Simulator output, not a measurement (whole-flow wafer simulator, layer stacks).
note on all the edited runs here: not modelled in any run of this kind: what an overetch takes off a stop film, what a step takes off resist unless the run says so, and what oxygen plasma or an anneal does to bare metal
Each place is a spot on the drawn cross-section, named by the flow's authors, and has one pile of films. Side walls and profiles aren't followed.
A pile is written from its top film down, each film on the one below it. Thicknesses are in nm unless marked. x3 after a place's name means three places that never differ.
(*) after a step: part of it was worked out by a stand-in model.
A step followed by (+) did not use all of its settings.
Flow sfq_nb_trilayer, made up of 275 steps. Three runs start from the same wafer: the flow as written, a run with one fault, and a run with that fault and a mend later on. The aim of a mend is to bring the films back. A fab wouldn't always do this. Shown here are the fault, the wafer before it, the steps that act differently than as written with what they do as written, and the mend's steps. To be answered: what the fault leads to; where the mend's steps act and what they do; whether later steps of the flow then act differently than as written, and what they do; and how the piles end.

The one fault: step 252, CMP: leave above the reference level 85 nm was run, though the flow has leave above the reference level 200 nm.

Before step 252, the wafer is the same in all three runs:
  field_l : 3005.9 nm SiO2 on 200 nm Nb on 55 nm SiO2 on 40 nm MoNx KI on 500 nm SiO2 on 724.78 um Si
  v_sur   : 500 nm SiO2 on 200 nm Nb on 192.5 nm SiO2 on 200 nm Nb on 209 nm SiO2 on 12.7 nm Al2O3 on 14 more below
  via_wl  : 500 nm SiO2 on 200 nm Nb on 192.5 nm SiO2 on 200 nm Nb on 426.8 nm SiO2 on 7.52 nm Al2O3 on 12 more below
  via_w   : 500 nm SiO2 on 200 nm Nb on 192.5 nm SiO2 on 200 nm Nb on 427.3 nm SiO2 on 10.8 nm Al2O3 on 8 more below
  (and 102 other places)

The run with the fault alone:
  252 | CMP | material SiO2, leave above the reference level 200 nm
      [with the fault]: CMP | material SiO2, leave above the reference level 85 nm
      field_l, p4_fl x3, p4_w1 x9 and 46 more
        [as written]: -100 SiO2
        [with the fault]: -215 SiO2
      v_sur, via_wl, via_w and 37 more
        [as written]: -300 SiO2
        [with the fault]: -415 SiO2
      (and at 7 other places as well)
  Later steps of the flow acting differently than as written (2 more steps, not shown, differ only slightly: by at most 2% or 0.5 nm, whichever is larger):
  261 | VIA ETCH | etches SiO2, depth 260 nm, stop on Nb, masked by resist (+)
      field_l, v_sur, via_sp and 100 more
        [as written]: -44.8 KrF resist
        [with the fault]: -21.9 KrF resist
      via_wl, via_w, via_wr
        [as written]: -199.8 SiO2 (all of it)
        [with the fault]: -84.8 SiO2 (all of it)
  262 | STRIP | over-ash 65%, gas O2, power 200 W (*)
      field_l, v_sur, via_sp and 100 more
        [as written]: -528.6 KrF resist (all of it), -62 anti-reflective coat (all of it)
        [with the fault]: -551.5 KrF resist (all of it), -62 anti-reflective coat (all of it)
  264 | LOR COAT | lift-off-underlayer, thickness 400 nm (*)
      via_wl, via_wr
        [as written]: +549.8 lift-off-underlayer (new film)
        [with the fault]: +463.7 lift-off-underlayer (new film)
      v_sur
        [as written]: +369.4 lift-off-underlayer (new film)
        [with the fault]: +387 lift-off-underlayer (new film)
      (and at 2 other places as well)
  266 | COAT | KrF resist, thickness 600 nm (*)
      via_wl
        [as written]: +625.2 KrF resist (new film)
        [with the fault]: +610.7 KrF resist (new film)
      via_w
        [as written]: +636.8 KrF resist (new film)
        [with the fault]: +615.6 KrF resist (new film)
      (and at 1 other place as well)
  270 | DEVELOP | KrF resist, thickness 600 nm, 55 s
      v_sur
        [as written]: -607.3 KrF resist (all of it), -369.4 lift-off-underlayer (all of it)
        [with the fault]: -602.4 KrF resist (all of it), -387 lift-off-underlayer (all of it)
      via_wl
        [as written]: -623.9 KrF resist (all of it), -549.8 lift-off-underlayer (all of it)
        [with the fault]: -609.4 KrF resist (all of it), -463.7 lift-off-underlayer (all of it)
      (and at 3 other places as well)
  By the end, the piles at field_l, v_sur, via_sp and 100 more depart from the flow's by more than 2% or 0.5 nm, whichever is larger.
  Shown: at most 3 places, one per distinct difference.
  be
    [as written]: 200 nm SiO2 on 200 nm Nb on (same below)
    [with the fault]: 85 nm SiO2 on 200 nm Nb on (same below)
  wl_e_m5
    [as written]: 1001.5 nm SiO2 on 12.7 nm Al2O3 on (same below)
    [with the fault]: 886.5 nm SiO2 on 12.7 nm Al2O3 on (same below)
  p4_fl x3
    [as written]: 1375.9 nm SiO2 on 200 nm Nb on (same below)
    [with the fault]: 1260.9 nm SiO2 on 200 nm Nb on (same below)

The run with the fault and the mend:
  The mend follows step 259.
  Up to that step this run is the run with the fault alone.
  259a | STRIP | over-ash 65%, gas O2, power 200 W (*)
      field_l, v_sur, via_sp and 100 more
        -625.1 KrF resist (all of it), -62 anti-reflective coat (all of it)
      via_wl, via_w, via_wr
        -62 anti-reflective coat (all of it)
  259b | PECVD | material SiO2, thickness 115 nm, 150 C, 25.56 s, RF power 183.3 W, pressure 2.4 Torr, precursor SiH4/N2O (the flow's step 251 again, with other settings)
      field_l, v_sur, via_wl and 103 more
        +115 SiO2
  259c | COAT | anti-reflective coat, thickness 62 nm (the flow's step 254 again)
      field_l, v_sur, via_wl and 103 more
        +62 anti-reflective coat (new film)
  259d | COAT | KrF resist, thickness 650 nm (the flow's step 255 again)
      field_l, v_sur, via_wl and 103 more
        +650 KrF resist (new film)
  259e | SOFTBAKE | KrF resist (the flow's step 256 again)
      leaves every film unchanged at each place that is followed
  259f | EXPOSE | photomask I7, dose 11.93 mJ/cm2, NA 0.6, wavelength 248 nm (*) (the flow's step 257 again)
      leaves every film unchanged at each place that is followed
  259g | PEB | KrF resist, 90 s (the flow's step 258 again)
      field_l, v_sur, via_wl and 103 more
        -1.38 KrF resist
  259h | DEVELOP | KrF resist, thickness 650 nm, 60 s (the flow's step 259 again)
      field_l, v_sur, via_sp and 100 more
        -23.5 KrF resist
      via_wl, via_w, via_wr
        -648.6 KrF resist (all of it)
  Every later step of the flow that is run acts as written at every place that is followed.
  The piles end the same as the flow's at every place that both follow.
